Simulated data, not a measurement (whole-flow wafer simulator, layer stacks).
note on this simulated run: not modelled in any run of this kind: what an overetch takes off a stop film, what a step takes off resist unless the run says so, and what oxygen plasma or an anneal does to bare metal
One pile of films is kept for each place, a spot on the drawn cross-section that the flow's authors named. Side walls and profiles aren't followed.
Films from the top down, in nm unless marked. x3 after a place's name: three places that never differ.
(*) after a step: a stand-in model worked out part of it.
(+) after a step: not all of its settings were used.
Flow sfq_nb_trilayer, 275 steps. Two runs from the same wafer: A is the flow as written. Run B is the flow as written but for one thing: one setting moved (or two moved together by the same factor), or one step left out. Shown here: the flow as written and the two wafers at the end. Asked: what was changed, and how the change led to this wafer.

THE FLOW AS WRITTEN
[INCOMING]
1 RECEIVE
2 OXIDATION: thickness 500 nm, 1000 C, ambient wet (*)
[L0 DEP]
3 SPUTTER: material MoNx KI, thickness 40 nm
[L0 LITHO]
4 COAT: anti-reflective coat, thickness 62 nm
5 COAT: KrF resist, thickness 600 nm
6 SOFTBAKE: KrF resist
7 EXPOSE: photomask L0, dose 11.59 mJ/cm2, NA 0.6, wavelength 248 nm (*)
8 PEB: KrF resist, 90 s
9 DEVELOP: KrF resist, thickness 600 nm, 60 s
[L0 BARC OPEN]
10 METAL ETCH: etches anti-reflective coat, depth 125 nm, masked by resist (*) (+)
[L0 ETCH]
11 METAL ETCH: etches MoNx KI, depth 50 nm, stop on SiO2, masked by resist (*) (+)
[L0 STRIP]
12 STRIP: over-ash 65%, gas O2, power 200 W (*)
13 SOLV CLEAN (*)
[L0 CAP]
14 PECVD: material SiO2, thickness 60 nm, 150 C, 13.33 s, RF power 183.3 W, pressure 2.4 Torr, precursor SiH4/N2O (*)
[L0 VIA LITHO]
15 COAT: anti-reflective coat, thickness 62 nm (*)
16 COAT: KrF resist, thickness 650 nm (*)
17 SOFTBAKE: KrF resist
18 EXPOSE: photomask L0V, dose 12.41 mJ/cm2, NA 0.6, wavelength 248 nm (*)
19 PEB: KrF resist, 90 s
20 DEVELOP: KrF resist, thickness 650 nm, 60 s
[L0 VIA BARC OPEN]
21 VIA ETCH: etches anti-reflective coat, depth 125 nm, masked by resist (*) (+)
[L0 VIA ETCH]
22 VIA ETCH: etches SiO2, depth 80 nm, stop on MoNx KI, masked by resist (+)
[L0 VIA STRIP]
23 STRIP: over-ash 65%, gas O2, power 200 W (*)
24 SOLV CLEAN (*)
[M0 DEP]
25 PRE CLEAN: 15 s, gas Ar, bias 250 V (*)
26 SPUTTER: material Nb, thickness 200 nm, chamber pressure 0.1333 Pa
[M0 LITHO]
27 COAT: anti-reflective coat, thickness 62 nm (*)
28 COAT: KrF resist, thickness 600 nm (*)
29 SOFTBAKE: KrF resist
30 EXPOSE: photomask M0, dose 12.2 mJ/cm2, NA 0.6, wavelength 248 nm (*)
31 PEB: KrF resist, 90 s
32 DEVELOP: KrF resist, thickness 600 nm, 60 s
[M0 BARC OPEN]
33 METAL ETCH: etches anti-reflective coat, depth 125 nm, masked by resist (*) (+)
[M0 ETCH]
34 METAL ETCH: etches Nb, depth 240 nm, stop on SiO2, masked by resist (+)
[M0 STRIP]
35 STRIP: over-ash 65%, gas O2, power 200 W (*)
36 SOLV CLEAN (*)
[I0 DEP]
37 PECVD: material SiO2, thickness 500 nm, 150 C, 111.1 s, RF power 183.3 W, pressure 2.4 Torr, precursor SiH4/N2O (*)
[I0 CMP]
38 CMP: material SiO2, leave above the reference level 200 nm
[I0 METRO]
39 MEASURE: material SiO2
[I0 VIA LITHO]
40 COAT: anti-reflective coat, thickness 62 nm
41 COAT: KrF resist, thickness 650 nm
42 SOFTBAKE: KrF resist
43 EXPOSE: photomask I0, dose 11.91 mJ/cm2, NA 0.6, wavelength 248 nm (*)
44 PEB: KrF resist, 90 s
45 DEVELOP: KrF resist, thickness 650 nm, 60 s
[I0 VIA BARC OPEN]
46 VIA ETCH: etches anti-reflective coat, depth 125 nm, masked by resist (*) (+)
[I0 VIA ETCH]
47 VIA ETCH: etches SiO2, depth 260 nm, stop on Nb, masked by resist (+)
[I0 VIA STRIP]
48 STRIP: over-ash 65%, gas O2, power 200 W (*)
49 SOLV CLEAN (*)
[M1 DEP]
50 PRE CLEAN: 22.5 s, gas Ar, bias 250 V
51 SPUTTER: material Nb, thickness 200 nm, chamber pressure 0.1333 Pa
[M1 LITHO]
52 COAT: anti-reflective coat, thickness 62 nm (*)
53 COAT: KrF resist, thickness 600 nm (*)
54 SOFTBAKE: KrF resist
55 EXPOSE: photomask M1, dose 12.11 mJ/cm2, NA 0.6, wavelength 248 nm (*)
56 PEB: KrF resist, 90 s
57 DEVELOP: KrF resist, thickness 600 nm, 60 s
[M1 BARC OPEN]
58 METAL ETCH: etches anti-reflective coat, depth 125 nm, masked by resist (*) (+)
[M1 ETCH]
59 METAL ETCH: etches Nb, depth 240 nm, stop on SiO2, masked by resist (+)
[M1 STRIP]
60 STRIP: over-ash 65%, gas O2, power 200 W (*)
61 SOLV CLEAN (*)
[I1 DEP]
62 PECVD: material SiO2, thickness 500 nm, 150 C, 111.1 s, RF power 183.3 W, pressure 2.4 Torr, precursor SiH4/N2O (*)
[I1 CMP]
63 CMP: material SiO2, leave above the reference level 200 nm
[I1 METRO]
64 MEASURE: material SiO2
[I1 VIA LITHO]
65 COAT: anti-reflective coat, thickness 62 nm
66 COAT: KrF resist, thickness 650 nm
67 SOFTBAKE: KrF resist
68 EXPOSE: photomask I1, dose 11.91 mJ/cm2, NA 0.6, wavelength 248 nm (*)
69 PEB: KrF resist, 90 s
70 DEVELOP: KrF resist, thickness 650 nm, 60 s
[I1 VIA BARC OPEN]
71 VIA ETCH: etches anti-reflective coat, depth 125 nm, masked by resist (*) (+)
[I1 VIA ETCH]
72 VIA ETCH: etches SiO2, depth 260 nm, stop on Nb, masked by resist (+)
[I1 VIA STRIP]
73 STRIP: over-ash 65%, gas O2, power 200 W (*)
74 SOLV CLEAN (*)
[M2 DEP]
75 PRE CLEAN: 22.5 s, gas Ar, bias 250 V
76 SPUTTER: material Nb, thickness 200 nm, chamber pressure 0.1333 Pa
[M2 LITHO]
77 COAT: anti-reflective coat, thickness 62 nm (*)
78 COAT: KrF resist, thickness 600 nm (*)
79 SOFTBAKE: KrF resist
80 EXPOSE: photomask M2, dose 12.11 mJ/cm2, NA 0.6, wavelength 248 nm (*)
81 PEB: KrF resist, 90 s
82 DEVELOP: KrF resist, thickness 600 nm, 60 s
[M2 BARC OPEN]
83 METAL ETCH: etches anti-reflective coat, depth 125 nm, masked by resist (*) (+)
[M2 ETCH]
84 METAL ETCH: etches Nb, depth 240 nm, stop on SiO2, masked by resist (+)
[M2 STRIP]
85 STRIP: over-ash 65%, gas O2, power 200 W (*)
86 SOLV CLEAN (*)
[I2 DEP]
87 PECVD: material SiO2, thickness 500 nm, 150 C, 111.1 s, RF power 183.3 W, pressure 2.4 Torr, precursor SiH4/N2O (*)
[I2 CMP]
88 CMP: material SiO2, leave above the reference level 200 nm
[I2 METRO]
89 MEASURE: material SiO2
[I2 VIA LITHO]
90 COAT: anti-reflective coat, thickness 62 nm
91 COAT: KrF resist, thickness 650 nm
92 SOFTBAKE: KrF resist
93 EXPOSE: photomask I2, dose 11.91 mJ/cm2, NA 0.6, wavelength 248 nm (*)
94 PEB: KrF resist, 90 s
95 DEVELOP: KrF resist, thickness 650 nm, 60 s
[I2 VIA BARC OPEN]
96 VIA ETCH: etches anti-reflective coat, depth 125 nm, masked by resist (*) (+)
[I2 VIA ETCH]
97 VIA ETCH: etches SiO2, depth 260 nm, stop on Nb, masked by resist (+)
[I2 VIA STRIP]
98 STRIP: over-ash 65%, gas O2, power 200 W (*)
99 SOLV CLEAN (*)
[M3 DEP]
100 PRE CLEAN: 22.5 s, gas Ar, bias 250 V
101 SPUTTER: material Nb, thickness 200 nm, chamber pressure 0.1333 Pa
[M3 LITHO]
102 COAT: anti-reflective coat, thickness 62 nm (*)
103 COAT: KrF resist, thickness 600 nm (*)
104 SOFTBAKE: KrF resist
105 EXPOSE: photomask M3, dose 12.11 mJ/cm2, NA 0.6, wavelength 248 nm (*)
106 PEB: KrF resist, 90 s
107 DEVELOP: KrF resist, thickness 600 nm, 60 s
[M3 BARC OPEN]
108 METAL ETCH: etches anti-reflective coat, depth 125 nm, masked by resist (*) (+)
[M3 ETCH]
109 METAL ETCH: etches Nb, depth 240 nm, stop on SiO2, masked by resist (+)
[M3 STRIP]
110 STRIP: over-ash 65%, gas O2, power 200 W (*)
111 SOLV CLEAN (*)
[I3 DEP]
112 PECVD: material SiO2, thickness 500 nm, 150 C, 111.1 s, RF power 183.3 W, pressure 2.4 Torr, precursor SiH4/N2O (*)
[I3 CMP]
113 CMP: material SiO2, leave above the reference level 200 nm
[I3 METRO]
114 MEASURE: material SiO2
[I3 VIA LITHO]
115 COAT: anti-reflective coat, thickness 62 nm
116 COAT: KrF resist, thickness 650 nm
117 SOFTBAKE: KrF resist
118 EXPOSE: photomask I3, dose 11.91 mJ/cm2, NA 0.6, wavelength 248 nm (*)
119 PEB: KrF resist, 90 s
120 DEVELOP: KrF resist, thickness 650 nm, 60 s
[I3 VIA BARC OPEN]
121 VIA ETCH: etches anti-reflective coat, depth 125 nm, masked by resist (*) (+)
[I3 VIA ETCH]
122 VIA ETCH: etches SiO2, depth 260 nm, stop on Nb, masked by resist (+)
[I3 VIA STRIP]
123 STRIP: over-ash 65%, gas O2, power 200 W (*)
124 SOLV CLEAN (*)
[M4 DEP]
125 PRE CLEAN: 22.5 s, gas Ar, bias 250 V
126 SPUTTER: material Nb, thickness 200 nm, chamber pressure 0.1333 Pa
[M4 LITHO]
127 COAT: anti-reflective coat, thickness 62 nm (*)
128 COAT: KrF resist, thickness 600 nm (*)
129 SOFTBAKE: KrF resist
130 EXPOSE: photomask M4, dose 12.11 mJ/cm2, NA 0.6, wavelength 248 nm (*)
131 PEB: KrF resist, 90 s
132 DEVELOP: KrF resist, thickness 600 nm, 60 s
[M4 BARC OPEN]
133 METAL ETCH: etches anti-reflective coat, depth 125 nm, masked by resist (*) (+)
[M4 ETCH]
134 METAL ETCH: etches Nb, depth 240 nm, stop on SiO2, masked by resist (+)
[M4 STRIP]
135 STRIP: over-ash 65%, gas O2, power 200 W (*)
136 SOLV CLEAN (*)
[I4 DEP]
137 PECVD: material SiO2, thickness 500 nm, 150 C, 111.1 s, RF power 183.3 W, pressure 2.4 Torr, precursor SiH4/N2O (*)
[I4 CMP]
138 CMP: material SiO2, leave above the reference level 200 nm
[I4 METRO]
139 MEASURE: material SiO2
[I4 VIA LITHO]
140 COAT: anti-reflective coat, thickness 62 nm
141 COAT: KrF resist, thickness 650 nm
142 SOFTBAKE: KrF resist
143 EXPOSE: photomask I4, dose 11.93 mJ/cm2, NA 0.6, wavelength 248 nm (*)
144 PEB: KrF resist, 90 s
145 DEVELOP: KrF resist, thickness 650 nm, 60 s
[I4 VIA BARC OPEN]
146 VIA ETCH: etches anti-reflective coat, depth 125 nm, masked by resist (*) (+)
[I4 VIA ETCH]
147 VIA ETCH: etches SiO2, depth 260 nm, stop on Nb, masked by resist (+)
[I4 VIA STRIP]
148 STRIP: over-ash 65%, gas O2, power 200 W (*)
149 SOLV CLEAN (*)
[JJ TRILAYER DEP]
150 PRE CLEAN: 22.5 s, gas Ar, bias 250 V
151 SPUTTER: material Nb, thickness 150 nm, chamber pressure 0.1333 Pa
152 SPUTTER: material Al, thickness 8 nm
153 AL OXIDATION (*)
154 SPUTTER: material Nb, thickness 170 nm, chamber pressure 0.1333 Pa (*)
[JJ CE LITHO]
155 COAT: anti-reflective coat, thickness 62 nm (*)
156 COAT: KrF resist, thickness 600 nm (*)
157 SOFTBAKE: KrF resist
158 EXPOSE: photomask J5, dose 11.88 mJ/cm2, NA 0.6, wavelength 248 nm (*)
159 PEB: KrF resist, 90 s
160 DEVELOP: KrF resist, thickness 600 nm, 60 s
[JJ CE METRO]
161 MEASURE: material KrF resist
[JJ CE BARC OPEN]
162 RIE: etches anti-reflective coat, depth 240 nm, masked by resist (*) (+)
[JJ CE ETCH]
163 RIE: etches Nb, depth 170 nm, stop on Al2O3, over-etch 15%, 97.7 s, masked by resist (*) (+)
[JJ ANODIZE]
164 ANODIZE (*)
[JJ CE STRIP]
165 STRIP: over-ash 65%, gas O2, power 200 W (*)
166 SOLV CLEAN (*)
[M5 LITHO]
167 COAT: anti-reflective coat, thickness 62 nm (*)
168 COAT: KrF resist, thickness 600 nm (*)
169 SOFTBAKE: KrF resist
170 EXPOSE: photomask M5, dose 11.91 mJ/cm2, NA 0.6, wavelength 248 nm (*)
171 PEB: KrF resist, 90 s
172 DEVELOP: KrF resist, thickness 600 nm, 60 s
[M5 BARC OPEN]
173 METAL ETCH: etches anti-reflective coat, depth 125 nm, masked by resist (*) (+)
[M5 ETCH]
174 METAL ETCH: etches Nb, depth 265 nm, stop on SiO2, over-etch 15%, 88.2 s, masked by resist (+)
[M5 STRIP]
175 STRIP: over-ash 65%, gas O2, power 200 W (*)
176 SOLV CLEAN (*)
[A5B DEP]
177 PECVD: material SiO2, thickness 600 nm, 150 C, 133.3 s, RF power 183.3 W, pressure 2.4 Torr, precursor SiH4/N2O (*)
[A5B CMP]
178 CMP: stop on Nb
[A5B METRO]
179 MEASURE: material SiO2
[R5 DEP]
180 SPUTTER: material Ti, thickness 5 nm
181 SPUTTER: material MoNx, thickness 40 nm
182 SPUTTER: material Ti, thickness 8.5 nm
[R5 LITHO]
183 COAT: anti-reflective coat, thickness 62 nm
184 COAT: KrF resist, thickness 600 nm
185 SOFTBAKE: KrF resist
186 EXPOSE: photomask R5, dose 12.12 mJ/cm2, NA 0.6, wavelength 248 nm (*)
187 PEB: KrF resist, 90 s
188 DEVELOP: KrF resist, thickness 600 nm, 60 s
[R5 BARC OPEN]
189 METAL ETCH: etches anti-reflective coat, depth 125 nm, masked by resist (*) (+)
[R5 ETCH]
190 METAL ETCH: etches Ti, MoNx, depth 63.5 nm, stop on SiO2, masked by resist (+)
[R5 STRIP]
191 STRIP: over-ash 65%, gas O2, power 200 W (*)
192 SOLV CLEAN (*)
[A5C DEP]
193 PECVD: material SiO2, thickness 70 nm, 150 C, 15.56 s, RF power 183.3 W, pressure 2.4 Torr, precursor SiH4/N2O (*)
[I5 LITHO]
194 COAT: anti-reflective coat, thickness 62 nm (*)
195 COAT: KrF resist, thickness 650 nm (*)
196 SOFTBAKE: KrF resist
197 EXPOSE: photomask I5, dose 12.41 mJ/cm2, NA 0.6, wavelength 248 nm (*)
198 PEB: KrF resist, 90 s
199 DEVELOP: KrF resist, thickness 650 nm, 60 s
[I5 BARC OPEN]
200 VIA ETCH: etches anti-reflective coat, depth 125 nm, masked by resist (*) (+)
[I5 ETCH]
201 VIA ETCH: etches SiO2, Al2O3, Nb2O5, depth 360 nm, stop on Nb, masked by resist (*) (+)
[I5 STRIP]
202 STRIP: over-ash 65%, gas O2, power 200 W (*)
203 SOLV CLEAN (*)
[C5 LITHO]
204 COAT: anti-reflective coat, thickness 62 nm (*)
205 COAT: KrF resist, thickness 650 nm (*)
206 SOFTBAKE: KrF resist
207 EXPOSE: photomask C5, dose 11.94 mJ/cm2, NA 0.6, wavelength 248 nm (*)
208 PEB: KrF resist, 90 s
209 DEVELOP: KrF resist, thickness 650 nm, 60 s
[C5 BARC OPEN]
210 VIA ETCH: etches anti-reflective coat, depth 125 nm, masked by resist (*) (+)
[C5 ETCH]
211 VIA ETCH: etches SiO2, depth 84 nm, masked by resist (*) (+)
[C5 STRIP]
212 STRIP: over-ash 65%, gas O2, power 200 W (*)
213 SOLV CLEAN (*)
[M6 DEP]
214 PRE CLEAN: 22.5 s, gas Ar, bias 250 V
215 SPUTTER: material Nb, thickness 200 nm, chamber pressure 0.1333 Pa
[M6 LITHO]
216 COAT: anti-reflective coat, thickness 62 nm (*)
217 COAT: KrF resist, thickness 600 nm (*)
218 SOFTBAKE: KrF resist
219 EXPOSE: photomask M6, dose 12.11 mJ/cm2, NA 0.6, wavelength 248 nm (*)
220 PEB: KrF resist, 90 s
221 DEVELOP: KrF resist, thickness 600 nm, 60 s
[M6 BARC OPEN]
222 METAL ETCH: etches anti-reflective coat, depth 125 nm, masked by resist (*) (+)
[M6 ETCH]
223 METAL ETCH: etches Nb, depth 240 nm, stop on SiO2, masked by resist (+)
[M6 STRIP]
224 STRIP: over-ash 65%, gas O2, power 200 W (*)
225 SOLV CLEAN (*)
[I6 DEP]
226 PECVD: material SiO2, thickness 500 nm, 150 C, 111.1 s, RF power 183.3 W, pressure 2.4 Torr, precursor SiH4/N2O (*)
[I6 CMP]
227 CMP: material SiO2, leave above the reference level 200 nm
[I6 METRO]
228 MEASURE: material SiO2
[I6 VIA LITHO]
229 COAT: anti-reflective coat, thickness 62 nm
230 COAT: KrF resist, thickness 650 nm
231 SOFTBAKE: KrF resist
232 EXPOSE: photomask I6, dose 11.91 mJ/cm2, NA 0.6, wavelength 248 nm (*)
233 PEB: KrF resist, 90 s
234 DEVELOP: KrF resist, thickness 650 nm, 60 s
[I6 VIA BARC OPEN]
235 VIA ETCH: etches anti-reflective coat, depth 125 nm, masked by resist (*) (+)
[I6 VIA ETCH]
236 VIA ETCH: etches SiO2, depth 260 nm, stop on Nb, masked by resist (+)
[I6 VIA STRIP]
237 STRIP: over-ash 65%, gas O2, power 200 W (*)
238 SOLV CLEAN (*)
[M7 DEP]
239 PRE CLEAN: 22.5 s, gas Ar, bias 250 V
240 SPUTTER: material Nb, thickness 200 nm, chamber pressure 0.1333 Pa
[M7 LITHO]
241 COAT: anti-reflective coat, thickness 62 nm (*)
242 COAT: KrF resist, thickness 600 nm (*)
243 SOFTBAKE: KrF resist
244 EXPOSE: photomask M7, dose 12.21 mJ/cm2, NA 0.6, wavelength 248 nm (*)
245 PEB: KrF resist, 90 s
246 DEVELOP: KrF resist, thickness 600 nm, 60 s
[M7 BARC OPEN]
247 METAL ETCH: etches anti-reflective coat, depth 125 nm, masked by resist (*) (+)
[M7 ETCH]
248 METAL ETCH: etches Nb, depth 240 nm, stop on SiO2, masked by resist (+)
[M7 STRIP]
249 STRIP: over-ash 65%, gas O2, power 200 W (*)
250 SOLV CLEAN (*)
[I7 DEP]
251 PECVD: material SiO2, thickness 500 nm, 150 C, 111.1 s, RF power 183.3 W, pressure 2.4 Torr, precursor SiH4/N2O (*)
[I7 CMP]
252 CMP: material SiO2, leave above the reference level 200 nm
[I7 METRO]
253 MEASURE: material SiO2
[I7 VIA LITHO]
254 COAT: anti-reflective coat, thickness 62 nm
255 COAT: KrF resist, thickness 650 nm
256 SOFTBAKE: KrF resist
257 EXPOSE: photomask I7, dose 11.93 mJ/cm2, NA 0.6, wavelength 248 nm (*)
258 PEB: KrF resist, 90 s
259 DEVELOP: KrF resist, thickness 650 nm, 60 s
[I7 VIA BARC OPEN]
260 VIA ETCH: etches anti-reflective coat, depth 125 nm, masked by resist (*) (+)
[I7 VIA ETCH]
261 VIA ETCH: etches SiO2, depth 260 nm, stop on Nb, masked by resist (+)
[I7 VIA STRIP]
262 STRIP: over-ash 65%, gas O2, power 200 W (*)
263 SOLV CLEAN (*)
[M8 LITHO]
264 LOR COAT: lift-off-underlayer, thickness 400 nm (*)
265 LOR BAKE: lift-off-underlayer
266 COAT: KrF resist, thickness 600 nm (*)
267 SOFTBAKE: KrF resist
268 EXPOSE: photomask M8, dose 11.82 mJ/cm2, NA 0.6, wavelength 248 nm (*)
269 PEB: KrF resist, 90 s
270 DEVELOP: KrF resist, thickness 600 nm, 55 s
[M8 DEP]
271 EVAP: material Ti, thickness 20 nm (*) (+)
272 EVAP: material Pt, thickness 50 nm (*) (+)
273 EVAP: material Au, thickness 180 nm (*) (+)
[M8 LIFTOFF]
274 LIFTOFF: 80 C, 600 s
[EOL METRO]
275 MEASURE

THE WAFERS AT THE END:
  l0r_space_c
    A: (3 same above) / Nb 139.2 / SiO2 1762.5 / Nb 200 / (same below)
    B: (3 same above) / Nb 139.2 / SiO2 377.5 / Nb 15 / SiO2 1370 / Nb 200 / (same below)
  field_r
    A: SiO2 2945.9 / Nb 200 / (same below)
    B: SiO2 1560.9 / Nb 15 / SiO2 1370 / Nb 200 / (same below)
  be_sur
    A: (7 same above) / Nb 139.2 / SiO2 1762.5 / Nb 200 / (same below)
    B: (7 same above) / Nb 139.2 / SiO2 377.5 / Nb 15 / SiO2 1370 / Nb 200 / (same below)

The cause: step 134, METAL ETCH: depth 185 nm was run, where the flow has depth 240 nm.

How the change led to this, step by step:
  134 METAL ETCH: etches Nb, depth 240 nm, stop on SiO2, masked by resist (+)
      field_l, be, be_sur and 64 more: A Nb -200 (all of it) | B Nb -185
      v_sur, via_wl, via_w and 36 more: A KrF resist -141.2 | B KrF resist -108.8
  135 STRIP: over-ash 65%, gas O2, power 200 W (*)
      p4_fl, p4_fm, p4_w1 and 26 more: A KrF resist -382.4 (all of it), anti-reflective coat -62 (all of it) | B KrF resist -414.7 (all of it), anti-reflective coat -62 (all of it)
      ln_m5, lsp_m, ln_m6: A KrF resist -381.9 (all of it), anti-reflective coat -61.8 (all of it) | B KrF resist -414.3 (all of it), anti-reflective coat -61.8 (all of it)
      (and at 7 more places)
  137 PECVD: material SiO2, thickness 500 nm, 150 C, 111.1 s, RF power 183.3 W, pressure 2.4 Torr, precursor SiH4/N2O (*)
      field_l, be, be_sur and 55 more: A SiO2 +500 | B SiO2 +500 (new film)
      p3_s0, p3_s1, p3_s2, p3_s3, p3_s4, p3_s5: A SiO2 +557.1 | B SiO2 +542.1 (new film)
      (and at 3 more places)
  138 CMP: material SiO2, leave above the reference level 200 nm
      field_l, be, be_sur and 55 more: A SiO2 -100 | B SiO2 -115
      lsp_r, l0_sur, l0v: A SiO2 -91.9 | B SiO2 -107.5
Counting metal films that touch as one body, l0r_space_c has 3 bodies (between them, from the top down: SiO2 377.5; SiO2 1370); the flow as written gives 2 bodies (between them, from the top down: SiO2 1762.5).
Counting metal films that touch as one body, field_r has 2 bodies (between them, from the top down: SiO2 1370); the flow as written gives 1 body.
Counting metal films that touch as one body, be_sur has 5 bodies (between them, from the top down: SiO2 192.5; SiO2 209 / Al2O3 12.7 / Nb2O5 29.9; SiO2 377.5; SiO2 1370); the flow as written gives 4 bodies (between them, from the top down: SiO2 192.5; SiO2 209 / Al2O3 12.7 / Nb2O5 29.9; SiO2 1762.5).
